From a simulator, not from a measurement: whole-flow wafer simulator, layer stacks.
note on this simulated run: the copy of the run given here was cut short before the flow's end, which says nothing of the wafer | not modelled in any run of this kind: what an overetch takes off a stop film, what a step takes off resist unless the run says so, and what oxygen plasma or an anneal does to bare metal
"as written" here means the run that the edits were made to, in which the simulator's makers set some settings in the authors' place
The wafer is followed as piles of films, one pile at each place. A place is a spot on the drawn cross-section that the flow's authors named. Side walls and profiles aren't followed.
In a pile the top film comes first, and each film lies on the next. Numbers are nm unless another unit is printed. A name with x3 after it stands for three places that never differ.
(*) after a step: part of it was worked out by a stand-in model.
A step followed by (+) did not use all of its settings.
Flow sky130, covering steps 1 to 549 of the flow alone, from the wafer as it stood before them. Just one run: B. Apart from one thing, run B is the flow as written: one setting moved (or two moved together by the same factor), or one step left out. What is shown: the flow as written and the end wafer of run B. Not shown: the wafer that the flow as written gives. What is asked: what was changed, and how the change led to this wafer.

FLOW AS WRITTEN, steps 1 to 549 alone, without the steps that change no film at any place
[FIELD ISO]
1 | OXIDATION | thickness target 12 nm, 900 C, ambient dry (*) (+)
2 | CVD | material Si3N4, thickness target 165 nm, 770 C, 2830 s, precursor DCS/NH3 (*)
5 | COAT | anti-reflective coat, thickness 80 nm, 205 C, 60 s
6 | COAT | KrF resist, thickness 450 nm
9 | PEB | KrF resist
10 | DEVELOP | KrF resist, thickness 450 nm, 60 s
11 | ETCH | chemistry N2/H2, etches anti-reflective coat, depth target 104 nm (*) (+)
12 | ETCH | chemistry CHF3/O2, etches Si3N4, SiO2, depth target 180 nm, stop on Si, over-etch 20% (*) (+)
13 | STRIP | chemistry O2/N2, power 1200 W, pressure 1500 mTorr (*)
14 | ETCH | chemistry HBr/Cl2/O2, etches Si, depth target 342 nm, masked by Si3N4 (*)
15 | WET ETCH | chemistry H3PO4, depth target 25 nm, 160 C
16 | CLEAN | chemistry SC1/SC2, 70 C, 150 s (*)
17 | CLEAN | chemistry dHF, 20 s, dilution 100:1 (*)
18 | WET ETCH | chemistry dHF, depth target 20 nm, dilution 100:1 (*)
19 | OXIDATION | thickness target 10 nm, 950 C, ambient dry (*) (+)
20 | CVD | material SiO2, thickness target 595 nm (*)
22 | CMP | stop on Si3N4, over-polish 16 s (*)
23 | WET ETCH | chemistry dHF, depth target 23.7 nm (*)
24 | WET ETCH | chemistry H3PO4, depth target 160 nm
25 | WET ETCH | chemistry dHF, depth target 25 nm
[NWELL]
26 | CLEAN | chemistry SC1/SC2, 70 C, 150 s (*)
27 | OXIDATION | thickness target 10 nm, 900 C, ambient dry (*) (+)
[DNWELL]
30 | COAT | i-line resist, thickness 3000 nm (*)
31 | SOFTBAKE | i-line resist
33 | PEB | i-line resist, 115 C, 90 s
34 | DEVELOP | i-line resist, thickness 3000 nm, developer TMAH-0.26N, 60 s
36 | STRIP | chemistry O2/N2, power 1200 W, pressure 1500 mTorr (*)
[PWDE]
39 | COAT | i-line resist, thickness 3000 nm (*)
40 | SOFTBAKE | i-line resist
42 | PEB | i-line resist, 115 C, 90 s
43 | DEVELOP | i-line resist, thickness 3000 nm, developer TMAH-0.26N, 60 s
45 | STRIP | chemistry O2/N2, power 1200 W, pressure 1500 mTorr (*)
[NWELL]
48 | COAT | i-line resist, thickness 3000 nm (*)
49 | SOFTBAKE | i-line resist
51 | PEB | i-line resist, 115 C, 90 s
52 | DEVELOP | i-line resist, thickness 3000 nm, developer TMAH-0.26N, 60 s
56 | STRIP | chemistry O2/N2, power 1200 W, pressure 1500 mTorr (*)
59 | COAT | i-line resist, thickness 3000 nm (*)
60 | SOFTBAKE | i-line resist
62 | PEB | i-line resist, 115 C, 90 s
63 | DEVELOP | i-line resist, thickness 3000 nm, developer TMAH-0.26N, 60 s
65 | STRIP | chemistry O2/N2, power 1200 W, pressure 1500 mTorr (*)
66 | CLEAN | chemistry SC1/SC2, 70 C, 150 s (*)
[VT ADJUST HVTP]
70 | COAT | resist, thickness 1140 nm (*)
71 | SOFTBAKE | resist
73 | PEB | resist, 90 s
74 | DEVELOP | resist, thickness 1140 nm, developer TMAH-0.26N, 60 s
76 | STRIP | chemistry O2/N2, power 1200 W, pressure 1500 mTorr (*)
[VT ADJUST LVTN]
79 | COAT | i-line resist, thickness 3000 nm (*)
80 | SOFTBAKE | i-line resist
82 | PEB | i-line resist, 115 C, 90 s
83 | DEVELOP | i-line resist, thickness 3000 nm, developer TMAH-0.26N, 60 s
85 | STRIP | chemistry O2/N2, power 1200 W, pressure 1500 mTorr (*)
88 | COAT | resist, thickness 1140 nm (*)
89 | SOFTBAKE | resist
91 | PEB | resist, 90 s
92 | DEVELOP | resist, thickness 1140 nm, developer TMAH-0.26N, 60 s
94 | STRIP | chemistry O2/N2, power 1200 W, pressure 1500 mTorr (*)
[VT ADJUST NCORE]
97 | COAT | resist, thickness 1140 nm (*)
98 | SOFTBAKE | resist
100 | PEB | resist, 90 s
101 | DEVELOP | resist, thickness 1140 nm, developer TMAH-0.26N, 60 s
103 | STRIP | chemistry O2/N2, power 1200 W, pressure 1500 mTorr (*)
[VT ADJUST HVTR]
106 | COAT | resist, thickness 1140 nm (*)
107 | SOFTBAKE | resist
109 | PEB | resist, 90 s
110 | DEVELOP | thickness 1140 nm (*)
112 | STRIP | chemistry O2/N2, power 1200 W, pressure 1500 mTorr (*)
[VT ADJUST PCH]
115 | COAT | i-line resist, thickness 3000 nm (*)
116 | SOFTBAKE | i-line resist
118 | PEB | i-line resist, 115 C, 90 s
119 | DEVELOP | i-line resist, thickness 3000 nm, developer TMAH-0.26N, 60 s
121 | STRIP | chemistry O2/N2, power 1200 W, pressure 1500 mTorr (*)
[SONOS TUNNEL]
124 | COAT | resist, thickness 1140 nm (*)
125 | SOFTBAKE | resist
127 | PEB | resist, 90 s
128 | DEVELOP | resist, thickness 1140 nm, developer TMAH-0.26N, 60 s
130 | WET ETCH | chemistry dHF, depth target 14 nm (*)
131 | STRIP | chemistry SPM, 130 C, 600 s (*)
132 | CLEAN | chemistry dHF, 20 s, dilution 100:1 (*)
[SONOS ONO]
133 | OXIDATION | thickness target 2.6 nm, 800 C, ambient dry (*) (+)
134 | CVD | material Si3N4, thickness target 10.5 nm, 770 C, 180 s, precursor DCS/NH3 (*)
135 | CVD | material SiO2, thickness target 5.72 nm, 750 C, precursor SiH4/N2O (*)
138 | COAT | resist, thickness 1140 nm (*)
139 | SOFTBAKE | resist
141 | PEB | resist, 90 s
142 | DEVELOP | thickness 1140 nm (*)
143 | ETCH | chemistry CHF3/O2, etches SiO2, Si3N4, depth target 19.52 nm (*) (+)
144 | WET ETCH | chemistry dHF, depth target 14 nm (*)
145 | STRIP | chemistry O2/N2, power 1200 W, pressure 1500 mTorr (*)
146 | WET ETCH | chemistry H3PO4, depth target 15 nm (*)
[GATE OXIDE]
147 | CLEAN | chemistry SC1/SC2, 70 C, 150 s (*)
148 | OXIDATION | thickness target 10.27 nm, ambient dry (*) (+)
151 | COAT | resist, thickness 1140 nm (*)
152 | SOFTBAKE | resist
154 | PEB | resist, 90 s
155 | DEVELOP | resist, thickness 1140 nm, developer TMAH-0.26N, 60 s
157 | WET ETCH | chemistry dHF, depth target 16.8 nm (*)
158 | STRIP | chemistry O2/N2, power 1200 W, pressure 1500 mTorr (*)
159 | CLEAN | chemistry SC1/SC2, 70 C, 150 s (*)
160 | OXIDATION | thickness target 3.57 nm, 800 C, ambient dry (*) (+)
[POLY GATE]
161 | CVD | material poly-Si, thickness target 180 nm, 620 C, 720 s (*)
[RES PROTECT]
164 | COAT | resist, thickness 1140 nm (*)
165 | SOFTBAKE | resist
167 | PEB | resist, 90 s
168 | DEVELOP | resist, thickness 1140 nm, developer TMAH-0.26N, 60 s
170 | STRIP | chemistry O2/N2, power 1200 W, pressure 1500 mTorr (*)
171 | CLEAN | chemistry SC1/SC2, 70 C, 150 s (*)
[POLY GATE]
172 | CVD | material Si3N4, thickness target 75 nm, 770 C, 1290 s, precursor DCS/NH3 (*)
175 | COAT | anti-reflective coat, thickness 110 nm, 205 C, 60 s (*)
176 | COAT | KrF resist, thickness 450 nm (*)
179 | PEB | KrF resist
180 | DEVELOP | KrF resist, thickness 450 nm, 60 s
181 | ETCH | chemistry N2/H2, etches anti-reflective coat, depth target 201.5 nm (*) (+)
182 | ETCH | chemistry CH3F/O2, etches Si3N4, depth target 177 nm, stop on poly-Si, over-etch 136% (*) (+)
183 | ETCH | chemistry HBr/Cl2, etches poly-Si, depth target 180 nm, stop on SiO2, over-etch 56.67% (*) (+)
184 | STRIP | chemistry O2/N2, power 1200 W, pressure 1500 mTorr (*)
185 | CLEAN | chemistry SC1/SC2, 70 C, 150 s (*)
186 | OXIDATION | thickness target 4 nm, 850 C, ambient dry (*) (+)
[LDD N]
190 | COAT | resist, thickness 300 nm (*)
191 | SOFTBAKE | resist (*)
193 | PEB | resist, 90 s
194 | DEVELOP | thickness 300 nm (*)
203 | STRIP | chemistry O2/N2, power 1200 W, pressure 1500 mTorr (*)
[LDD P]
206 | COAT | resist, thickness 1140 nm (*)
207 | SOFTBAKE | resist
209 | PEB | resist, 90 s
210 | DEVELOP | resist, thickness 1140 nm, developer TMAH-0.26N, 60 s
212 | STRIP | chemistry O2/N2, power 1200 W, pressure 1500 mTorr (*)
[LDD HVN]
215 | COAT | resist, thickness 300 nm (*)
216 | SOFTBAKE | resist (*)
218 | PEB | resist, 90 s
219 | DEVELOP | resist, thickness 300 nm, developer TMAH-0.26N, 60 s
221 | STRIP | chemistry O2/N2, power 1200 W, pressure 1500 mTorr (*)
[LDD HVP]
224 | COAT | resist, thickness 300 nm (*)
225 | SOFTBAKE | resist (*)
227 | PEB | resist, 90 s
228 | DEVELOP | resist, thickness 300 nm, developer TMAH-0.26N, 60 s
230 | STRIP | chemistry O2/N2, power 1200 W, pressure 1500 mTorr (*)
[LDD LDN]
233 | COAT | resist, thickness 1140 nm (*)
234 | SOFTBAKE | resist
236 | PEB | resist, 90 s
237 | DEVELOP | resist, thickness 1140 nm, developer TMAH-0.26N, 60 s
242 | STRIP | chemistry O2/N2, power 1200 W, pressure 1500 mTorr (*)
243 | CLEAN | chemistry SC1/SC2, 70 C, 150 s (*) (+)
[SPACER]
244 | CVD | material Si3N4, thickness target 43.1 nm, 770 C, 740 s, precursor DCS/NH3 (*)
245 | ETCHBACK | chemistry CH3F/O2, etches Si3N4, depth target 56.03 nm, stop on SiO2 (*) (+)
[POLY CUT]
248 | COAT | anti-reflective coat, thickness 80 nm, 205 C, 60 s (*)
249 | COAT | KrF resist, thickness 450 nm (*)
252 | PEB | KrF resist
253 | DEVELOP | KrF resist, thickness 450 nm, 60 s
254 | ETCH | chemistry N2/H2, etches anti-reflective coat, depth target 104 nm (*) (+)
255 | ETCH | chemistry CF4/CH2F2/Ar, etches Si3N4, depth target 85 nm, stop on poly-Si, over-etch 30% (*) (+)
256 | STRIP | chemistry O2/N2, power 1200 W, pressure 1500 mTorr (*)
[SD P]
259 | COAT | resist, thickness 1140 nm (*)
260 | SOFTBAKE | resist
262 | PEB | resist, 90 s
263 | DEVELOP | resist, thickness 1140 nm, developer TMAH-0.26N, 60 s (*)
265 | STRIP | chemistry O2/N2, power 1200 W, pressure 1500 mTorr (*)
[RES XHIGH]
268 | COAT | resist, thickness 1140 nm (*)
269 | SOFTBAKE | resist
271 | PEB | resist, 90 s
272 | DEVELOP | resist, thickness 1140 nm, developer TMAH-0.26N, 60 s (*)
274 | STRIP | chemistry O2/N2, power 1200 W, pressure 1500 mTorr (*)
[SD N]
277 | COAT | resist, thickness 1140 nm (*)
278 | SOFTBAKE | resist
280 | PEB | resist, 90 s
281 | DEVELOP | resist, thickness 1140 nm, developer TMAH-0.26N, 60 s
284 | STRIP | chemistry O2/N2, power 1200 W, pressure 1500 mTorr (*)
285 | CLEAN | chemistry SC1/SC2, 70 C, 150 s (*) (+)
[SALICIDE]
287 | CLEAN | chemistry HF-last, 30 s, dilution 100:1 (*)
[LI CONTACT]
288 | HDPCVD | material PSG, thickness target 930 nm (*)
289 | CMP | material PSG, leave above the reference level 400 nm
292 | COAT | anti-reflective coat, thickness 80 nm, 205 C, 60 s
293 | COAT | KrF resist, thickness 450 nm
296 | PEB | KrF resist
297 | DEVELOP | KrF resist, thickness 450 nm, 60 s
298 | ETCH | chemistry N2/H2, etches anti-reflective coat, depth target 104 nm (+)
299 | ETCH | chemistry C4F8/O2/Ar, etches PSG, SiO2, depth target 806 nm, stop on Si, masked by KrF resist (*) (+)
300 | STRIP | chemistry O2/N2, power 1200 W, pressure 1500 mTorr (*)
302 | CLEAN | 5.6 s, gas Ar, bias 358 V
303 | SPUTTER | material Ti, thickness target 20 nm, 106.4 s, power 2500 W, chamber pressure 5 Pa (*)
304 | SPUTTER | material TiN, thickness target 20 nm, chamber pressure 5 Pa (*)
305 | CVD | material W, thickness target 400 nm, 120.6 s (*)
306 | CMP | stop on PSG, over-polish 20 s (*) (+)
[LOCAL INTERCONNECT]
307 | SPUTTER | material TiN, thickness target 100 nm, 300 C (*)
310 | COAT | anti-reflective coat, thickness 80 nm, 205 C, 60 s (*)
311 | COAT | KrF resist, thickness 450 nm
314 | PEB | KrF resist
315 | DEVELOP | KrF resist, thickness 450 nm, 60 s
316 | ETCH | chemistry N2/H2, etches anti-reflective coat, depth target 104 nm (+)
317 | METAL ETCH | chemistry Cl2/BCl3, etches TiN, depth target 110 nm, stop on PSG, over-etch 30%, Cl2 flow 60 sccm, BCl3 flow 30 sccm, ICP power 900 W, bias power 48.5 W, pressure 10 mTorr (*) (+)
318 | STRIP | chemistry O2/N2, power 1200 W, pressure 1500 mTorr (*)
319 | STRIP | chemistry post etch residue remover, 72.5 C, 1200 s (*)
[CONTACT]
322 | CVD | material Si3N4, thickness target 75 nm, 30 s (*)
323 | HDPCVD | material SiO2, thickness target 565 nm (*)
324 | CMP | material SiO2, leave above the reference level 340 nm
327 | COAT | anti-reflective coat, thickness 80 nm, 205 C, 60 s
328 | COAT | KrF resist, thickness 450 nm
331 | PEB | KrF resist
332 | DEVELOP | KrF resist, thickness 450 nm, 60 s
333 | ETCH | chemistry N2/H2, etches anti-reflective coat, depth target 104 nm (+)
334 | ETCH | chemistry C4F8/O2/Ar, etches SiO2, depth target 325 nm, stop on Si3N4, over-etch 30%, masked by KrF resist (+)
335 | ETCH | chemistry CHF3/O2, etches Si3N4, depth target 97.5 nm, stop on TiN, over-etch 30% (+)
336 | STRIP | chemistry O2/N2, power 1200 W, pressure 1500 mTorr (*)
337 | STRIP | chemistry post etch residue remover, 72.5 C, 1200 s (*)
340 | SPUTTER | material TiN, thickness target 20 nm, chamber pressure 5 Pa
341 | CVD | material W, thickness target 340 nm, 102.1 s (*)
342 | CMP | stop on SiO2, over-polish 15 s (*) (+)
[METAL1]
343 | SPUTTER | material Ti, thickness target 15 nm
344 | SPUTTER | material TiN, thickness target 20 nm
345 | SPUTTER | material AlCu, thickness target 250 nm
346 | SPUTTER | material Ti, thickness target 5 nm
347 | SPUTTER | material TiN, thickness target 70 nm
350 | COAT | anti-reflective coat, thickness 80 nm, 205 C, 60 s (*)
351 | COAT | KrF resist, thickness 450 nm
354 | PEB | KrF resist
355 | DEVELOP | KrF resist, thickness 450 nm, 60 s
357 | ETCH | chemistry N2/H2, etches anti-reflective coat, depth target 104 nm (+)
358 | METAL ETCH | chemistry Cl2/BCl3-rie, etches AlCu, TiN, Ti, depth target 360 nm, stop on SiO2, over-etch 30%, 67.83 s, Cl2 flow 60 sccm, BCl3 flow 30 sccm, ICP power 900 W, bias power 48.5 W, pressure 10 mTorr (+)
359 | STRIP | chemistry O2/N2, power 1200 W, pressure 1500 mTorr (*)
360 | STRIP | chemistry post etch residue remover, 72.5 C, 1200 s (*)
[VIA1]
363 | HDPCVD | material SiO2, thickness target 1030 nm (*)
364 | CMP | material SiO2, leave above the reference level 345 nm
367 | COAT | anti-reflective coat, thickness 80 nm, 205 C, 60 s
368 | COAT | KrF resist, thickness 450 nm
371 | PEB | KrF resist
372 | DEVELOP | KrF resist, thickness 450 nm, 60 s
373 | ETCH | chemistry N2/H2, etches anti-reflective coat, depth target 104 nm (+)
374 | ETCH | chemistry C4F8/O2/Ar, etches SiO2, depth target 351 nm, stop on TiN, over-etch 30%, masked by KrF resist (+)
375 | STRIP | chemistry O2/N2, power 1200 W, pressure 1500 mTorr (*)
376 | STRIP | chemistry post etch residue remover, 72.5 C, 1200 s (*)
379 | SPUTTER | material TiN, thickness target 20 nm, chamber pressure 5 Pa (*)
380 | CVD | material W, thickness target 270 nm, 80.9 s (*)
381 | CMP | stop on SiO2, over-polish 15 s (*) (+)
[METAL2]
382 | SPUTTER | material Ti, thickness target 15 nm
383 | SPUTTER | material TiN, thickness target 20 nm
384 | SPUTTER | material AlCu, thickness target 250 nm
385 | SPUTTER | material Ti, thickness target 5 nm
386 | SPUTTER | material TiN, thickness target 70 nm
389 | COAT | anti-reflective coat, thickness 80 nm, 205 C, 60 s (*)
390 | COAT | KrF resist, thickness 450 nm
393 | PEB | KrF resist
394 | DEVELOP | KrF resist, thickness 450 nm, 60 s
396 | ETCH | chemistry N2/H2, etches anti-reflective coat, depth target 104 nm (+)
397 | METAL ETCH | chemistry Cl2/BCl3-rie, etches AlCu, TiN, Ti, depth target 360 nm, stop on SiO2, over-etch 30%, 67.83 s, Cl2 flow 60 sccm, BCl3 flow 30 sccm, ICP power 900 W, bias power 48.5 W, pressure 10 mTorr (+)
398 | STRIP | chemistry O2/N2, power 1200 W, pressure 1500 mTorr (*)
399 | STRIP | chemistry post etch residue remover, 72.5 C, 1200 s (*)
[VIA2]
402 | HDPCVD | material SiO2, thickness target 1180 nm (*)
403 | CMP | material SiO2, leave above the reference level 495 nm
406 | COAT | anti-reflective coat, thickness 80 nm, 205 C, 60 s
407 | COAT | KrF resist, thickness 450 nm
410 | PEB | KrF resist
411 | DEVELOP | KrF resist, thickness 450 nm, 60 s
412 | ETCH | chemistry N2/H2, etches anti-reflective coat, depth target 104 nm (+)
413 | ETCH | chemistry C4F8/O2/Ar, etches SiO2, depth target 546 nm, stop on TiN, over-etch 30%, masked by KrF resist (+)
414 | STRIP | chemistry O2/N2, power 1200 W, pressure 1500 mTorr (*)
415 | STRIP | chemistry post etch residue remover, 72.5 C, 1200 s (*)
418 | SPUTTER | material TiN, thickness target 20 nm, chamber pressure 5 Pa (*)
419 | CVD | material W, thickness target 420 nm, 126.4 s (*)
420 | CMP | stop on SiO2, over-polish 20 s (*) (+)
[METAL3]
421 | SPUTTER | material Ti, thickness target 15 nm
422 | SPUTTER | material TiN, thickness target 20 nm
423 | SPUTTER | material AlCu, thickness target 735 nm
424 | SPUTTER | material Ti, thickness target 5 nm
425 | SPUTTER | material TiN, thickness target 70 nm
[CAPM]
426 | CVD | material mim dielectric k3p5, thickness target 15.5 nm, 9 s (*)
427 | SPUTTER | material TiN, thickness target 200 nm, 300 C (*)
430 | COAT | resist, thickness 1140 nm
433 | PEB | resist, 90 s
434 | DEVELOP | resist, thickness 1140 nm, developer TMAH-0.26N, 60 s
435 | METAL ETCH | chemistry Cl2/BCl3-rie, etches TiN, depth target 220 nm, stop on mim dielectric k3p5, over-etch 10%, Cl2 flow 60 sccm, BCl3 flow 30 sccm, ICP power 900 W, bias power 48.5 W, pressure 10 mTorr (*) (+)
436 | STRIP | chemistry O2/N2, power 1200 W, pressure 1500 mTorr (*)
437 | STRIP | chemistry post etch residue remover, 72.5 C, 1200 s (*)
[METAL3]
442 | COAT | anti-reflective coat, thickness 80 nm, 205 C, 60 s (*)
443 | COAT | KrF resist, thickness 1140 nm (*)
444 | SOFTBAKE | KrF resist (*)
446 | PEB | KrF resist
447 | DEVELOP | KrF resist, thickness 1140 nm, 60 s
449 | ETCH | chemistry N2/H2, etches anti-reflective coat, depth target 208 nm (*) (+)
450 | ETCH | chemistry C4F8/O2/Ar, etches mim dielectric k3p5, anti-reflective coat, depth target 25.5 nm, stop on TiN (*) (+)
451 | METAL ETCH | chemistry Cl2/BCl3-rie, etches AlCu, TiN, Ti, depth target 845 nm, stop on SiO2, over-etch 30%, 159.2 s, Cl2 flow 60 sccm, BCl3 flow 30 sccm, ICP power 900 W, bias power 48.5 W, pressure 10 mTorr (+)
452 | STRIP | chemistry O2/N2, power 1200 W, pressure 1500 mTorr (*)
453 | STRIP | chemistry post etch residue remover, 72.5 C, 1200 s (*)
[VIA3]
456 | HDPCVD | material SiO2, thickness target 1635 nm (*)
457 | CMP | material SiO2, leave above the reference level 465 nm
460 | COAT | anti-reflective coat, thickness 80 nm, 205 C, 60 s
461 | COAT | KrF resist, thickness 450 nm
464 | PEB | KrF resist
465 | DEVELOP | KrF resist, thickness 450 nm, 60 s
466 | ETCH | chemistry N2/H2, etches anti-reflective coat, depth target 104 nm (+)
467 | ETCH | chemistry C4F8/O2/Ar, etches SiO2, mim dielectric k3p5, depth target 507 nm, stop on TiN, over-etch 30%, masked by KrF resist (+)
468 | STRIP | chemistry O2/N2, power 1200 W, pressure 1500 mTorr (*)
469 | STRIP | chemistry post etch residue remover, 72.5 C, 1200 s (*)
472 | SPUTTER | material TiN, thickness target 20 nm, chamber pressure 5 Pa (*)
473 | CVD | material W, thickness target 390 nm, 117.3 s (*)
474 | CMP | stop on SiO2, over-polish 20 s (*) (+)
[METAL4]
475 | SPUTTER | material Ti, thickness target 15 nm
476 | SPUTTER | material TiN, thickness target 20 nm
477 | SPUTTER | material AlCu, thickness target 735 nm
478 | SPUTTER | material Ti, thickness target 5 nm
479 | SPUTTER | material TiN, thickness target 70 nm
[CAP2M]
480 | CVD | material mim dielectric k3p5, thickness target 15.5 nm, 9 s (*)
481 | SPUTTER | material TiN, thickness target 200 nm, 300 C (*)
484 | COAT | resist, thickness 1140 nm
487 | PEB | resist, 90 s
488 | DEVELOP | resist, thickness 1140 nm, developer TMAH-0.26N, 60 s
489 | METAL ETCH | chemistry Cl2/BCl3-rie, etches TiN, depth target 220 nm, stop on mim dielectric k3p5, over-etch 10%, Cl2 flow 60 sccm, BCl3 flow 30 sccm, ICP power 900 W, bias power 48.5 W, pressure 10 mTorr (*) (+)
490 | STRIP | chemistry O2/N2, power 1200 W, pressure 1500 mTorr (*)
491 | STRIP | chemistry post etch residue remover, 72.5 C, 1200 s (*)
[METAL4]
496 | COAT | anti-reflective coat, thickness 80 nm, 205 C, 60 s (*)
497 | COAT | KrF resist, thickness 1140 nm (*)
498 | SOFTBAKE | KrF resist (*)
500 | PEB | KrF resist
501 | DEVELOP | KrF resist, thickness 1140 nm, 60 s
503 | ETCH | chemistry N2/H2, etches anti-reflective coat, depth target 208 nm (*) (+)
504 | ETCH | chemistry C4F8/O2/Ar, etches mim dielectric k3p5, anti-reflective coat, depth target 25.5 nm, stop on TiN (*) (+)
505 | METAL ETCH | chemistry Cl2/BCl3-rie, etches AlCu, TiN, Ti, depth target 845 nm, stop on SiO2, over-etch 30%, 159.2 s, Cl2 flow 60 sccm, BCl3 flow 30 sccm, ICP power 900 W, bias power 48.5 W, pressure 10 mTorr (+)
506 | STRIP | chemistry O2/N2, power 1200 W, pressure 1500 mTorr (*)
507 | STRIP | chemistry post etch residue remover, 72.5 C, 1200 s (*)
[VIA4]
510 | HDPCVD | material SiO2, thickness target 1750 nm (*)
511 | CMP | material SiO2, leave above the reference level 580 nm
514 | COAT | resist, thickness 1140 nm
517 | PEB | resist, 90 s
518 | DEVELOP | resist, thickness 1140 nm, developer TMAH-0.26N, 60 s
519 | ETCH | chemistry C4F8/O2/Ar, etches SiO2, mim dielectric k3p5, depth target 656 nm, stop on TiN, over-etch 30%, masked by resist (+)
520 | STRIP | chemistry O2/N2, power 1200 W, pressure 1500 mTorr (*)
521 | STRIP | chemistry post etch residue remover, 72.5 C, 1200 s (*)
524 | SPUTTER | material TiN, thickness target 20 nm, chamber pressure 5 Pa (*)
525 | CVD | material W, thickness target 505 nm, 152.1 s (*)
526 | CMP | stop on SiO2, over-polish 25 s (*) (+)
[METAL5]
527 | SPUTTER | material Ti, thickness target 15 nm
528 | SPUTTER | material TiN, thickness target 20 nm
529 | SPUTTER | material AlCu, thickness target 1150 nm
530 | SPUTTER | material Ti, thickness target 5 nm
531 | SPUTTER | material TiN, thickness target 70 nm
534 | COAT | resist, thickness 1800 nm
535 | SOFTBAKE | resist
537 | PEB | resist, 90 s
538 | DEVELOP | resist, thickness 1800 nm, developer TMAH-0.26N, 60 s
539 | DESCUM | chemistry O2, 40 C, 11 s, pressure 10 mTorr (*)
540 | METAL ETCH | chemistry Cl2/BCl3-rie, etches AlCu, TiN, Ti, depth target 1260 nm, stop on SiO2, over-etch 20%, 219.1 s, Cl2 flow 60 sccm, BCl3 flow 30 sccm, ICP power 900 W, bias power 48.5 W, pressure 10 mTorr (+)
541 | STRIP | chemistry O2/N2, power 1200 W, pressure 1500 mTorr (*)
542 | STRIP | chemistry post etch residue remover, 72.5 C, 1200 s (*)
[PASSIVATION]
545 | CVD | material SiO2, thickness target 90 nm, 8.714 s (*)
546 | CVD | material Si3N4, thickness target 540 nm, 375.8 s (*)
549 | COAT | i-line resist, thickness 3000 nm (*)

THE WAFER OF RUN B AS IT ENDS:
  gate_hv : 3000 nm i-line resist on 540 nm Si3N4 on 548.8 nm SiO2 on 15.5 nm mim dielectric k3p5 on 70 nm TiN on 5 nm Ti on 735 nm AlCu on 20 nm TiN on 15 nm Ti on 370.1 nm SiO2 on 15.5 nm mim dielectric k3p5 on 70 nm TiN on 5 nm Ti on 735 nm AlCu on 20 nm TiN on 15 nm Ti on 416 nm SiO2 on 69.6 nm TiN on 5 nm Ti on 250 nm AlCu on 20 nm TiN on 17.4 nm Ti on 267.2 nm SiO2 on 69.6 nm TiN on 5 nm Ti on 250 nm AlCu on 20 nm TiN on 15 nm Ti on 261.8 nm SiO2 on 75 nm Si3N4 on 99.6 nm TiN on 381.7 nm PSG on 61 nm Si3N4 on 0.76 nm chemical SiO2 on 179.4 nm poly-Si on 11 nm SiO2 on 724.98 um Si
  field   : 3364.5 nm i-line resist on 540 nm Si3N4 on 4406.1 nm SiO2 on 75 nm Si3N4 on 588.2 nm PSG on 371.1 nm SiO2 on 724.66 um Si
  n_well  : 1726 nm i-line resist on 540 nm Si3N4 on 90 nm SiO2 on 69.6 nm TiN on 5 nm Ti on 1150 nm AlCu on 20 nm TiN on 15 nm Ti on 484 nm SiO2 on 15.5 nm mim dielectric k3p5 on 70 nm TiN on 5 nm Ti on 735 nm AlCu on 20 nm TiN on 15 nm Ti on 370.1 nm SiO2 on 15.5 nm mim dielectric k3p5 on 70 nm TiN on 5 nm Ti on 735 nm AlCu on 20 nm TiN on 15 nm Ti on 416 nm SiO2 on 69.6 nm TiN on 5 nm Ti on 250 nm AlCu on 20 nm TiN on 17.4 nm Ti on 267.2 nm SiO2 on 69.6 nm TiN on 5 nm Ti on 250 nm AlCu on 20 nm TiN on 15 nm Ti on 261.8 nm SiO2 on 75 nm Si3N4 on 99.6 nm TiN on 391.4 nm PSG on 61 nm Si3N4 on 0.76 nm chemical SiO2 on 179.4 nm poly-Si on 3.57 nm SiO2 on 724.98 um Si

What caused this: step 382, SPUTTER: thickness target 17.4 nm was run, while the flow as written has thickness target 15 nm.
One can read it off the wafer: gate_hv has Ti 17.4, and step 382 as written asks for 15 nm.

The path from the change to this, step by step:
  382 | SPUTTER | material Ti, thickness target 15 nm
      field, active, n_well and 188 more: Ti gains 17.4 (new film) (it would be, as written: Ti gains 15 (new film))
  397 | METAL ETCH | chemistry Cl2/BCl3-rie, etches AlCu, TiN, Ti, depth target 360 nm, stop on SiO2, over-etch 30%, 67.83 s, Cl2 flow 60 sccm, BCl3 flow 30 sccm, ICP power 900 W, bias power 48.5 W, pressure 10 mTorr (+)
      field, active, gate and 82 more: TiN loses 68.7 (all of it), Ti loses 5 (all of it), AlCu loses 250 (all of it), TiN loses 20 (all of it), Ti loses 17.4 (all of it), SiO2 loses 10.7 (it would be, as written: TiN loses 68.7 (all of it), Ti loses 5 (all of it), AlCu loses 250 (all of it), TiN loses 20 (all of it), Ti loses 15 (all of it), SiO2 loses 10.9)
